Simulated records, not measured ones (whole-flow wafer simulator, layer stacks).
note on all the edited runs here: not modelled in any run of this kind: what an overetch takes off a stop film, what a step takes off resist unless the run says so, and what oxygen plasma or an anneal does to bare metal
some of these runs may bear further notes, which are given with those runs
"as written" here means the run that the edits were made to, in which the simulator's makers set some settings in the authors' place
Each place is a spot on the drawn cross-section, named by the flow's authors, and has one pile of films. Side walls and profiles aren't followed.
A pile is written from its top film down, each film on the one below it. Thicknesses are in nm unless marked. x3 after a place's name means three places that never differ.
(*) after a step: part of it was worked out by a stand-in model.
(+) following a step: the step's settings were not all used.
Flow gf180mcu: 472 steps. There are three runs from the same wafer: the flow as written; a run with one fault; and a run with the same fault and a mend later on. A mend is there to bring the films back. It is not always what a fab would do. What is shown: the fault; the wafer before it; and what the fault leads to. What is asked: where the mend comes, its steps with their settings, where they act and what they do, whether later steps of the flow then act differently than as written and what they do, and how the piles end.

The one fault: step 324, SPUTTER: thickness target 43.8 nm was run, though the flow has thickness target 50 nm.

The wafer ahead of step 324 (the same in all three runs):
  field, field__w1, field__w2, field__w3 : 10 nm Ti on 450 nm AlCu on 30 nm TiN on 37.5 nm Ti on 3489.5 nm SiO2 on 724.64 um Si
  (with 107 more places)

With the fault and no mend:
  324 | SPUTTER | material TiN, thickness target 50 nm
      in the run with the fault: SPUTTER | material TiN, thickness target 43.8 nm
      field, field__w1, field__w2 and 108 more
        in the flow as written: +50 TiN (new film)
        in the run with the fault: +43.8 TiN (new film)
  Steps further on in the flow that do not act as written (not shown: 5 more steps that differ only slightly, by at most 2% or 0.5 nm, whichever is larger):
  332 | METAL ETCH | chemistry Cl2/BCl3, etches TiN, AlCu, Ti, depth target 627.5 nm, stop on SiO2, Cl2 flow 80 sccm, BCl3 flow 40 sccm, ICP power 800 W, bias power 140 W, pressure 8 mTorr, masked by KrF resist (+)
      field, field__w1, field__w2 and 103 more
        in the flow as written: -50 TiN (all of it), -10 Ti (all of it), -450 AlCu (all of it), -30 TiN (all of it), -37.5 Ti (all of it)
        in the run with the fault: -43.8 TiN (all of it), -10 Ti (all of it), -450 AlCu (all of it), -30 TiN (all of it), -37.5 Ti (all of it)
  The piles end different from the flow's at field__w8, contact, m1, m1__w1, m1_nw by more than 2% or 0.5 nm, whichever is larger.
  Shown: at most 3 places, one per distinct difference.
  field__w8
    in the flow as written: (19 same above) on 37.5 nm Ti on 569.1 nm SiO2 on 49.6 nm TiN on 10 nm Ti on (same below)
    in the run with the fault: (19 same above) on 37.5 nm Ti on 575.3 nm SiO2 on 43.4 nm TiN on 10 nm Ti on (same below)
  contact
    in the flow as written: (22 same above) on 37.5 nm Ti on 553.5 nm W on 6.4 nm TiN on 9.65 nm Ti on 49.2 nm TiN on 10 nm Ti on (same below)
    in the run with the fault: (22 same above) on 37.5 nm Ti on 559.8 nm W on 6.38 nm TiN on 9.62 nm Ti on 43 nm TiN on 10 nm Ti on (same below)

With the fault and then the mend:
  The mend stands after step 331.
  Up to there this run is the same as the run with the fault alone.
  331a | STRIP | chemistry O2/N2, power 2160 W, pressure 1700 mTorr (*)
      field__w8, contact, m1, m1__w1, m1_nw
        -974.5 KrF resist (all of it)
  331b | SPUTTER | material TiN, thickness target 6.2 nm (the flow's step 324 again, with other settings)
      field, field__w1, field__w2 and 108 more
        +6.2 TiN
  331c | HMDS | 120 C, 60 s (the flow's step 326 again)
      alters no film at any place that is followed
  331d | COAT | KrF resist, thickness 1000 nm (the flow's step 327 again)
      field, field__w1, field__w2 and 108 more
        +1000 KrF resist (new film)
  331e | SOFTBAKE | KrF resist (the flow's step 328 again)
      alters no film at any place that is followed
  331f | EXPOSE | photomask Metal3 (the flow's step 329 again)
      alters no film at any place that is followed
  331g | PEB | KrF resist, 135 C, 90 s (the flow's step 330 again)
      field, field__w1, field__w2 and 108 more
        -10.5 KrF resist
  331h | DEVELOP | thickness 1000 nm, 60 s (the flow's step 331 again)
      field, field__w1, field__w2 and 103 more
        -989.5 KrF resist (all of it)
      field__w8, contact, m1, m1__w1, m1_nw
        -14.9 KrF resist
  None of the later steps of the flow acts differently than as written at any place that is followed.
  The piles end the same as the flow's at every place that both follow.
